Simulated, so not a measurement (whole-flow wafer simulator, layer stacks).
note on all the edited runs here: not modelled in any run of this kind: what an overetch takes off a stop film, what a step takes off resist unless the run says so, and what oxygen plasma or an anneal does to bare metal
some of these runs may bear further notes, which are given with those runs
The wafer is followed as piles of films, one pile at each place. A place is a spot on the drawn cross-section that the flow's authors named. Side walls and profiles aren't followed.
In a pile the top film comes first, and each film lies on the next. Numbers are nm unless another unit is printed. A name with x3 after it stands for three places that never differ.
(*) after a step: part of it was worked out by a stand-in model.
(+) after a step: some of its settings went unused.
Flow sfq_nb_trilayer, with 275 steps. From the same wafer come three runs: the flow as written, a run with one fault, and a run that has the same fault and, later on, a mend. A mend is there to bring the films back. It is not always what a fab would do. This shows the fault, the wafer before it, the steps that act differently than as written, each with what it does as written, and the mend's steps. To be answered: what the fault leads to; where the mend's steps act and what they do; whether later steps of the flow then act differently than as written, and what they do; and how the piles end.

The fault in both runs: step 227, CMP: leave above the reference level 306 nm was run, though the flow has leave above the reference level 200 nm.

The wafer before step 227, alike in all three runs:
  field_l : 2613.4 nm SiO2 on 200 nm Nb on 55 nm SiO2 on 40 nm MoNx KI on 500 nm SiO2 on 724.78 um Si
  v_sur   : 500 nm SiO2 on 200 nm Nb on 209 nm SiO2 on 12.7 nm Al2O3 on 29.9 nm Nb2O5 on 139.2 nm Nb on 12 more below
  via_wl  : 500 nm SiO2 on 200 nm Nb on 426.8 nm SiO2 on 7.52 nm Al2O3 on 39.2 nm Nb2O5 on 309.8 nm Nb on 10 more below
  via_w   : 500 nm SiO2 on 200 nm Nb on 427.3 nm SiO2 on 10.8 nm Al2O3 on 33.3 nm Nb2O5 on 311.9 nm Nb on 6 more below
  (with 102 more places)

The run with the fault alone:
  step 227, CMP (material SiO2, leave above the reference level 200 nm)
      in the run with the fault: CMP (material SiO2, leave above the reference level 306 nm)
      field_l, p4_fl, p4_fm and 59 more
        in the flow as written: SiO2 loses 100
        in the run with the fault: nothing
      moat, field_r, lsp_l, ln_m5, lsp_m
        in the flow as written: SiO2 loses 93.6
        in the run with the fault: nothing
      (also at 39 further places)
  Later steps of the flow acting differently than as written (not shown: 6 more steps that differ only slightly, by at most 2% or 0.5 nm, whichever is larger):
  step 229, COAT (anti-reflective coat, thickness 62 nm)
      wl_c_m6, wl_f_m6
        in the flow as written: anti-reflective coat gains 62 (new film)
        in the run with the fault: anti-reflective coat gains 60.2 (new film)
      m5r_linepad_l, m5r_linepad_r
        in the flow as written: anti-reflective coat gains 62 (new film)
        in the run with the fault: anti-reflective coat gains 64.5 (new film)
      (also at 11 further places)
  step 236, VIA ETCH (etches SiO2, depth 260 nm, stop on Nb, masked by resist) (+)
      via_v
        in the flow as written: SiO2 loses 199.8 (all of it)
        in the run with the fault: SiO2 loses 260
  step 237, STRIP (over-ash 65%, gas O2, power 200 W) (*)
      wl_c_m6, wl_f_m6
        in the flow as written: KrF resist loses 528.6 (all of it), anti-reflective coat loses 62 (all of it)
        in the run with the fault: KrF resist loses 526.3 (all of it), anti-reflective coat loses 60.2 (all of it)
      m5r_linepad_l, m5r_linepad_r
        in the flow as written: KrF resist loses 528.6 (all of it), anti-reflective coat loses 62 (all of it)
        in the run with the fault: KrF resist loses 527.8 (all of it), anti-reflective coat loses 64.5 (all of it)
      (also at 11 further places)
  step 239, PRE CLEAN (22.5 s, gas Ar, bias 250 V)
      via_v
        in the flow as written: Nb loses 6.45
        in the run with the fault: SiO2 loses 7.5
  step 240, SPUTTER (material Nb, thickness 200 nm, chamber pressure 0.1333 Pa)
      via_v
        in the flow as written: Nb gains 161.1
        in the run with the fault: Nb gains 146.9 (new film)
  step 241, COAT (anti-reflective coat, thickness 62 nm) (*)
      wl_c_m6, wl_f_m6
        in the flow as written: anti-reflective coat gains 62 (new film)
        in the run with the fault: anti-reflective coat gains 60 (new film)
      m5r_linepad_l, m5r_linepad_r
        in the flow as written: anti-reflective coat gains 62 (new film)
        in the run with the fault: anti-reflective coat gains 64.2 (new film)
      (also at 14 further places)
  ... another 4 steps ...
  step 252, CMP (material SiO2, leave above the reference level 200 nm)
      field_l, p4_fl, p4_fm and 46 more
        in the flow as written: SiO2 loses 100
        in the run with the fault: SiO2 loses 94
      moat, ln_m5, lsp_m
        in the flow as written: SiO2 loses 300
        in the run with the fault: SiO2 loses 287.6
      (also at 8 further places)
  By the end, the piles at field_l, v_sur, via_wl and 103 more depart from the flow's by more than 2% or 0.5 nm, whichever is larger.
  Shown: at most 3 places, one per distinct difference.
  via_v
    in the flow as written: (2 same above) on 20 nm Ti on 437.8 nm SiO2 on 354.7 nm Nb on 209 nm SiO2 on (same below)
    in the run with the fault: (2 same above) on 20 nm Ti on 513.3 nm SiO2 on 146.9 nm Nb on 38.3 nm SiO2 on 200 nm Nb on 209 nm SiO2 on (same below)
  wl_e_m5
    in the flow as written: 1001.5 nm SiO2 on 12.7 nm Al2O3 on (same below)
    in the run with the fault: 1107.5 nm SiO2 on 12.7 nm Al2O3 on (same below)
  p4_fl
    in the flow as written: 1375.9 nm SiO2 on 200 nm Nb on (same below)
    in the run with the fault: 1481.9 nm SiO2 on 200 nm Nb on (same below)

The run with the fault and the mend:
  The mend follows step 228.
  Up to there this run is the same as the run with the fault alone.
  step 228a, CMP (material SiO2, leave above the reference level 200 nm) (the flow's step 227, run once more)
      field_l, p4_fl, p4_fm and 59 more
        SiO2 loses 100
      v_sur, via_wl, via_w and 33 more
        SiO2 loses 106
      moat, field_r, lsp_l, ln_m5, lsp_m
        SiO2 loses 93.6
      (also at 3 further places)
  None of the later steps of the flow acts differently than as written at any place that is followed.
  The piles end the same as the flow's at every place that both follow.
